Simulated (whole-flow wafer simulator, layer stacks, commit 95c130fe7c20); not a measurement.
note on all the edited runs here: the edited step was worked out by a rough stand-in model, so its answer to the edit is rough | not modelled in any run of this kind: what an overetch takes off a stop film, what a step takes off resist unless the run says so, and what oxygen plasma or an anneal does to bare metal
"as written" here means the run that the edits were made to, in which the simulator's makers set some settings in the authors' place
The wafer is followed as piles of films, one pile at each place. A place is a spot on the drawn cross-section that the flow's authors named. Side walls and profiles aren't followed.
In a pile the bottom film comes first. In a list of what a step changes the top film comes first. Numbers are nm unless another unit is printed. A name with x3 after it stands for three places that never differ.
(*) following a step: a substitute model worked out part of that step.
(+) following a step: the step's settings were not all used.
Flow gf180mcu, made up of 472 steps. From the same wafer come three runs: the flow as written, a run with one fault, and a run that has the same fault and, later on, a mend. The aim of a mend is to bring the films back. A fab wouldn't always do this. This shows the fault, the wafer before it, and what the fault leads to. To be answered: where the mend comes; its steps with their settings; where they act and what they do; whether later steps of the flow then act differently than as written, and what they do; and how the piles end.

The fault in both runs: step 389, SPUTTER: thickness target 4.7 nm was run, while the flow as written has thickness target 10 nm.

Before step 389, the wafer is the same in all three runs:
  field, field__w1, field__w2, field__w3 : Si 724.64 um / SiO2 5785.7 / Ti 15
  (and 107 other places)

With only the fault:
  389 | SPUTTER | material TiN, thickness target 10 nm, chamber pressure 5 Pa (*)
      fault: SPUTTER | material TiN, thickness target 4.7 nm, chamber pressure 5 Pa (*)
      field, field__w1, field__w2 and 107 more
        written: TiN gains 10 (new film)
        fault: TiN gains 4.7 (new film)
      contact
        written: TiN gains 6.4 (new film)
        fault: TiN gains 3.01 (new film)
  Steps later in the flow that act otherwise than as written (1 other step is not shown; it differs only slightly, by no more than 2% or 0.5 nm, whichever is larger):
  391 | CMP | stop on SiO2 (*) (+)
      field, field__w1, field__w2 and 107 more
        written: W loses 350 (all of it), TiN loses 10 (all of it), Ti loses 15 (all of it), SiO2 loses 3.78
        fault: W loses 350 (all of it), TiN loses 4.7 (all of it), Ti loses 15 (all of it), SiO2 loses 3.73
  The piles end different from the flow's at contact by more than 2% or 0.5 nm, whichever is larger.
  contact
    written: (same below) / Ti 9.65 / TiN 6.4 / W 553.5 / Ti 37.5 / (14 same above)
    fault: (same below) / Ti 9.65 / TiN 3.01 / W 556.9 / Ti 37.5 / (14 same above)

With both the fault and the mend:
  After step 389 comes the mend.
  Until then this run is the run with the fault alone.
  389a | SPUTTER | material TiN, thickness target 5.3 nm, chamber pressure 5 Pa (*) (the flow's step 389, run once more with other settings)
      field, field__w1, field__w2 and 107 more
        TiN gains 5.3
      contact
        TiN gains 3.39
  Later steps of the flow that are run all act as written at every place that is followed.
  At every place that both follow, the piles at the end match the flow's.
